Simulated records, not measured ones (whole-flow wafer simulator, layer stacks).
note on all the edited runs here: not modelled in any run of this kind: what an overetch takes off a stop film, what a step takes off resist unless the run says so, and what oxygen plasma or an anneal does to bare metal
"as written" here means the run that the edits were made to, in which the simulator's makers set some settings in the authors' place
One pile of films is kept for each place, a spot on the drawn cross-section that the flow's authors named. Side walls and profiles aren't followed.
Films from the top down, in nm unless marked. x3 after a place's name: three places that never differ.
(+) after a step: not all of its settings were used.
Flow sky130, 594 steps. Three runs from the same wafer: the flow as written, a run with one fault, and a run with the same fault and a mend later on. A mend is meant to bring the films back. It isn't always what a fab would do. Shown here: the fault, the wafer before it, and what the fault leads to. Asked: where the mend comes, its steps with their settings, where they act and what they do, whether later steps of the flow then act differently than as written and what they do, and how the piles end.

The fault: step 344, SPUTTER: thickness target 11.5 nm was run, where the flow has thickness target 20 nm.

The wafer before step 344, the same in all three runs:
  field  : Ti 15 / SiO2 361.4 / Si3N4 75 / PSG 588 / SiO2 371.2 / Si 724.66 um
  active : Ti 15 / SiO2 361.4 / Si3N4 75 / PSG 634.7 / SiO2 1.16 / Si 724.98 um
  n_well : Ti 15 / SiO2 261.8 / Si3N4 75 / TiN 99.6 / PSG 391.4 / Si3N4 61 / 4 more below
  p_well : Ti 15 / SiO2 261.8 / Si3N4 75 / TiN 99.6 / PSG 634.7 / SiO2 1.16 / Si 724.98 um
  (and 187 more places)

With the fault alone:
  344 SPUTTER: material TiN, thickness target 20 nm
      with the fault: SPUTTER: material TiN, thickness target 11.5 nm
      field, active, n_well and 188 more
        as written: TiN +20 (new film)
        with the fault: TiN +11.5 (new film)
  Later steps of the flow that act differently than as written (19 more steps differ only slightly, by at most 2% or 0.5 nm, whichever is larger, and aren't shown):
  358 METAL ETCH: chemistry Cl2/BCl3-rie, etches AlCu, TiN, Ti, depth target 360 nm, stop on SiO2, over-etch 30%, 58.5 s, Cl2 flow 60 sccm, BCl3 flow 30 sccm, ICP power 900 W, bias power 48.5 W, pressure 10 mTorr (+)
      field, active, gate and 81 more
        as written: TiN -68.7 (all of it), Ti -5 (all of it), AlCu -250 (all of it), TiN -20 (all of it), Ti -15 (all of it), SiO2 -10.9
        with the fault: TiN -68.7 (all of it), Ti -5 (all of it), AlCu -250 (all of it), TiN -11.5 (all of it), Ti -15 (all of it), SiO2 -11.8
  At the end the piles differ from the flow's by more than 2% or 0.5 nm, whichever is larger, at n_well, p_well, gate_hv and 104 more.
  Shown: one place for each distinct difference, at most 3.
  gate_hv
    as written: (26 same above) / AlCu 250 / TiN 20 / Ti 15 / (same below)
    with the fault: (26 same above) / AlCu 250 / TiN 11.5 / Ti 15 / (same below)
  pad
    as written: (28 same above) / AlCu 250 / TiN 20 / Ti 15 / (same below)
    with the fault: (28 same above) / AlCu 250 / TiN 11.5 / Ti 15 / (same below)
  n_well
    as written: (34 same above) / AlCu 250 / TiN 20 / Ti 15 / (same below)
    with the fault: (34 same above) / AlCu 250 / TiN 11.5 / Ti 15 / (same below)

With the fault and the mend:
  The mend comes after step 344.
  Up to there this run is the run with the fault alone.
  344a SPUTTER: material TiN, thickness target 8.5 nm (the flow's step 344 once more, with other settings)
      field, active, n_well and 188 more
        TiN +8.5
  No later step of the flow acts differently than as written at any place that is followed.
  At the end the piles are the same as the flow's at every place that both follow.
